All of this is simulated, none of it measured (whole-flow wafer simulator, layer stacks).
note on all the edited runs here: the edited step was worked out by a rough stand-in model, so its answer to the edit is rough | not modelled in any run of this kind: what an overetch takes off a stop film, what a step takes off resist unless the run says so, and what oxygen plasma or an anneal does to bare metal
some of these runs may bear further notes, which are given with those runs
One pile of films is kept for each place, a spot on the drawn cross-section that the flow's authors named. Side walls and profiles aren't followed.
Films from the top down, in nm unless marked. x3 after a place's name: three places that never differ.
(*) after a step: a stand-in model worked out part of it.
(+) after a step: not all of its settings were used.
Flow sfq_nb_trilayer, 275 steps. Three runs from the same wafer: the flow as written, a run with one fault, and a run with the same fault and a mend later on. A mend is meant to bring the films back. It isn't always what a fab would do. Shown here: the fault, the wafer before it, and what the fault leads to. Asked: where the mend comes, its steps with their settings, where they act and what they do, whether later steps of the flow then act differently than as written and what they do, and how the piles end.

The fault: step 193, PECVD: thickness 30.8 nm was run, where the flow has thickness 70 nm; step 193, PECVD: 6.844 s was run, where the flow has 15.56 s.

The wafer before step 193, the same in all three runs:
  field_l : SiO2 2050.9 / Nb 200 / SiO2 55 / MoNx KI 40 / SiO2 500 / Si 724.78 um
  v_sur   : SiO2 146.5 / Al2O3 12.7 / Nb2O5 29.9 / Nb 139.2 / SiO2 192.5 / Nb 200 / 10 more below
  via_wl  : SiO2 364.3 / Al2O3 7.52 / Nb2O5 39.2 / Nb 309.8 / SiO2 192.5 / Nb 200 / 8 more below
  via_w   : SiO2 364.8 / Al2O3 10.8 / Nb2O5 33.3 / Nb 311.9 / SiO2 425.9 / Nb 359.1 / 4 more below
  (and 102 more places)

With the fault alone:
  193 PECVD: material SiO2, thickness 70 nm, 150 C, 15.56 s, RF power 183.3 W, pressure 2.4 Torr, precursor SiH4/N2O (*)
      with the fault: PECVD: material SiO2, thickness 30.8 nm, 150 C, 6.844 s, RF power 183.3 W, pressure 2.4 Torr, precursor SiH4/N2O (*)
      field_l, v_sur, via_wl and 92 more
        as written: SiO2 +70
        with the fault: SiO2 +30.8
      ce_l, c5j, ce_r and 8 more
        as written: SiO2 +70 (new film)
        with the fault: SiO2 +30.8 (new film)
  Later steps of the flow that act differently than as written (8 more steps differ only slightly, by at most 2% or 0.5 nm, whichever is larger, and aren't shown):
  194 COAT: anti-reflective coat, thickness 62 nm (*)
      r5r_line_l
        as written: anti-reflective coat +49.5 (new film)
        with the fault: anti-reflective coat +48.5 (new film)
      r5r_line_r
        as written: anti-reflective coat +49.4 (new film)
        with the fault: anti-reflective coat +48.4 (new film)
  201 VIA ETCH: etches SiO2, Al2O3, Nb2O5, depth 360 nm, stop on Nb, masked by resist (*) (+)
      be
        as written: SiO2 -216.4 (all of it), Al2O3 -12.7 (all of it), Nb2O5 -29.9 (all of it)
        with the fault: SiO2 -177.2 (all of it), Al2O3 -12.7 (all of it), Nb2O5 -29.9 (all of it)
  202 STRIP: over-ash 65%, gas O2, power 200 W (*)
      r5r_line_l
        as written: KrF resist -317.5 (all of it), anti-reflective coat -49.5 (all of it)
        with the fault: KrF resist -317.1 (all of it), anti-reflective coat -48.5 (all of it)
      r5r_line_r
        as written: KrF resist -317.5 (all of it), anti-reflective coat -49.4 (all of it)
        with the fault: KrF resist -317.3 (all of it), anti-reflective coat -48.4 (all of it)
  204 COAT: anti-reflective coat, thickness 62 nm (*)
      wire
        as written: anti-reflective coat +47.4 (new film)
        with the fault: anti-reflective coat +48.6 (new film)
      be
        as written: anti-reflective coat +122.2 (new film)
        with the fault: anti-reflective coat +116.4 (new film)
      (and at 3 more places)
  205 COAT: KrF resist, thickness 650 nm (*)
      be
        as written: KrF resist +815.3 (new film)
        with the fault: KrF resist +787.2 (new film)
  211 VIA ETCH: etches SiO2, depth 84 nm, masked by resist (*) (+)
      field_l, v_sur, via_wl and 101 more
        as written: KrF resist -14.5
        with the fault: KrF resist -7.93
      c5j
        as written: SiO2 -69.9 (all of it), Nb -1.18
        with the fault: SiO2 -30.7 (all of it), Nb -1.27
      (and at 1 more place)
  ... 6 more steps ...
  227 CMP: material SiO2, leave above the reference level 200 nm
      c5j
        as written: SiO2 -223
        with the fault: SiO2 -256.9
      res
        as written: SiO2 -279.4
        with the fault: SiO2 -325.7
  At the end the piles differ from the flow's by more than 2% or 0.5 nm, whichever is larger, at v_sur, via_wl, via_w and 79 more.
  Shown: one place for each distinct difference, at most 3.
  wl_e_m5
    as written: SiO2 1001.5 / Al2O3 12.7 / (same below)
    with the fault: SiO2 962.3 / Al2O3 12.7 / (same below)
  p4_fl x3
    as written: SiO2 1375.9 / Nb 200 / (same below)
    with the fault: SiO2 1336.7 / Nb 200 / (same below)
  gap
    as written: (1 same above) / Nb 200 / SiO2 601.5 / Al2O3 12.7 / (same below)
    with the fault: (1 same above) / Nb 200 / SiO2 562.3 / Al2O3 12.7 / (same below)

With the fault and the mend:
  The mend comes after step 193.
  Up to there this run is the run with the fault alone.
  193a PECVD: material SiO2, thickness 39.2 nm, 150 C, 8.711 s, RF power 183.3 W, pressure 2.4 Torr, precursor SiH4/N2O (*) (the flow's step 193 once more, with other settings)
      field_l, v_sur, via_wl and 103 more
        SiO2 +39.2
  No later step of the flow acts differently than as written, at any place that is followed, by more than 2% or 0.5 nm, whichever is larger.
  At the end the piles are the same as the flow's at every place that both follow.
